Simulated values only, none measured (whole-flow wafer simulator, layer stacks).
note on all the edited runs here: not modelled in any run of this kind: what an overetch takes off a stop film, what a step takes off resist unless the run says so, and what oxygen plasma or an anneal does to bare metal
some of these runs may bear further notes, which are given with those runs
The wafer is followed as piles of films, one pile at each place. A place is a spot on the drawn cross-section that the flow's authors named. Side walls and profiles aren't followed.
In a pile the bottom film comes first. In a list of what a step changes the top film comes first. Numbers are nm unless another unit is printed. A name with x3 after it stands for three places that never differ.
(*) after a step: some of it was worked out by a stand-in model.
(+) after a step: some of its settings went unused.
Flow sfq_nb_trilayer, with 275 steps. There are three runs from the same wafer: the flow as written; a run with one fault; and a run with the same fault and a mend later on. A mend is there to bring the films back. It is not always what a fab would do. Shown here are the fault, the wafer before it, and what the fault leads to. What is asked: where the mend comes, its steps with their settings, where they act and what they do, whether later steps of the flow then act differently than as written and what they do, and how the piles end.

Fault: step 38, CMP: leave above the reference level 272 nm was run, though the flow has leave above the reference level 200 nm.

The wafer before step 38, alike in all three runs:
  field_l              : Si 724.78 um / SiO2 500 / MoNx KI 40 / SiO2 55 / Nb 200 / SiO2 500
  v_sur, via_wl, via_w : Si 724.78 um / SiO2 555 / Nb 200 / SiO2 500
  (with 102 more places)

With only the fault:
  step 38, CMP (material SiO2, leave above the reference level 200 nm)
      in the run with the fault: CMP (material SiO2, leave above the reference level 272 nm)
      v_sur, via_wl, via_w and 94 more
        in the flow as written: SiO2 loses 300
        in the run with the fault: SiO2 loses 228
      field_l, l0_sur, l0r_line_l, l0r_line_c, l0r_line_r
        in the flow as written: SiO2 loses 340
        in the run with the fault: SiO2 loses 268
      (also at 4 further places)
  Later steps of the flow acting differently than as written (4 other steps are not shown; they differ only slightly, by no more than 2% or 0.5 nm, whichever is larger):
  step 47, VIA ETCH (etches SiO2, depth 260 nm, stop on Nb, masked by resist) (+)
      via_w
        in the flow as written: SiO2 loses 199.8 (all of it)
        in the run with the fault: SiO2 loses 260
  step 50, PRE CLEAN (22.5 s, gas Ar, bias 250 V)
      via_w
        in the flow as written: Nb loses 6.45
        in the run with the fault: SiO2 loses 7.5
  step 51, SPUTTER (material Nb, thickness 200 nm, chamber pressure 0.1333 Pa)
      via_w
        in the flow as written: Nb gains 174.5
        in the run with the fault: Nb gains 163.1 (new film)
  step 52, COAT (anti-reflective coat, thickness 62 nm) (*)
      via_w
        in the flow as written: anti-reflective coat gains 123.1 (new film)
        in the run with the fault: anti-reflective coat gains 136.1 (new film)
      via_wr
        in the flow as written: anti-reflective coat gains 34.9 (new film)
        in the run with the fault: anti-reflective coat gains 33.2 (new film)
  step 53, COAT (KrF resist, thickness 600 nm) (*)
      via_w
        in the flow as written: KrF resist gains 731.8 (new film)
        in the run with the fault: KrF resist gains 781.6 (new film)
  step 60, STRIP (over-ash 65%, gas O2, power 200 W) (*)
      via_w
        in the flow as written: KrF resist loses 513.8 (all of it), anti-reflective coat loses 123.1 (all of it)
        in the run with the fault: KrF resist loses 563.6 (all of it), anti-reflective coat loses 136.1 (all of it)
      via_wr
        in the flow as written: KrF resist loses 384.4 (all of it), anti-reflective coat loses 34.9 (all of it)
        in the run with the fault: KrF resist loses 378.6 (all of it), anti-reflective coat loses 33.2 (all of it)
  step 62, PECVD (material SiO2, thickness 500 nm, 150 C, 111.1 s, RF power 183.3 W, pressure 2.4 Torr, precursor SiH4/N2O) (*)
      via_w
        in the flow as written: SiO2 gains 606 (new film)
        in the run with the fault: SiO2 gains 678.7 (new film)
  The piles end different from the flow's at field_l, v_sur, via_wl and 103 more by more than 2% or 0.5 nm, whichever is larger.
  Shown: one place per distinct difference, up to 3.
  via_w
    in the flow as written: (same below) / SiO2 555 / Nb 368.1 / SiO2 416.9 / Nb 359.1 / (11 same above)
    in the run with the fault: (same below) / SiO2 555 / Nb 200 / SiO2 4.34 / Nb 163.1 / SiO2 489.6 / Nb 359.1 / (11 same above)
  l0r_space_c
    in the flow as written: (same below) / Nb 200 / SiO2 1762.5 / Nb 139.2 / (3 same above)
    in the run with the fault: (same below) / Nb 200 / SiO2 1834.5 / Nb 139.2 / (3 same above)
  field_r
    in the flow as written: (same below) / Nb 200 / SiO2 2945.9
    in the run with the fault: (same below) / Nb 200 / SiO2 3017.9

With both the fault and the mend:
  The mend follows step 45.
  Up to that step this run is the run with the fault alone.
  step 45a, STRIP (over-ash 65%, gas O2, power 200 W) (*)
      field_l, v_sur, via_wl and 102 more
        KrF resist loses 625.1 (all of it), anti-reflective coat loses 62 (all of it)
      via_w
        anti-reflective coat loses 62 (all of it)
  step 45b, CMP (material SiO2, leave above the reference level 200 nm) (the flow's step 38, run once more)
      field_l, v_sur, via_wl and 103 more
        SiO2 loses 72
  step 45c, COAT (anti-reflective coat, thickness 62 nm) (the flow's step 40, run once more)
      field_l, v_sur, via_wl and 103 more
        anti-reflective coat gains 62 (new film)
  step 45d, COAT (KrF resist, thickness 650 nm) (the flow's step 41, run once more)
      field_l, v_sur, via_wl and 103 more
        KrF resist gains 650 (new film)
  step 45e, SOFTBAKE (KrF resist) (the flow's step 42, run once more)
      alters no film at any place that is followed
  step 45f, EXPOSE (photomask I0, dose 11.91 mJ/cm2, NA 0.6, wavelength 248 nm) (*) (the flow's step 43, run once more)
      alters no film at any place that is followed
  step 45g, PEB (KrF resist, 90 s) (the flow's step 44, run once more)
      field_l, v_sur, via_wl and 103 more
        KrF resist loses 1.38
  step 45h, DEVELOP (KrF resist, thickness 650 nm, 60 s) (the flow's step 45, run once more)
      field_l, v_sur, via_wl and 102 more
        KrF resist loses 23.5
      via_w
        KrF resist loses 648.6 (all of it)
  Later steps of the flow that are run all act as written at every place that is followed.
  The piles end the same as the flow's at every place that both follow.
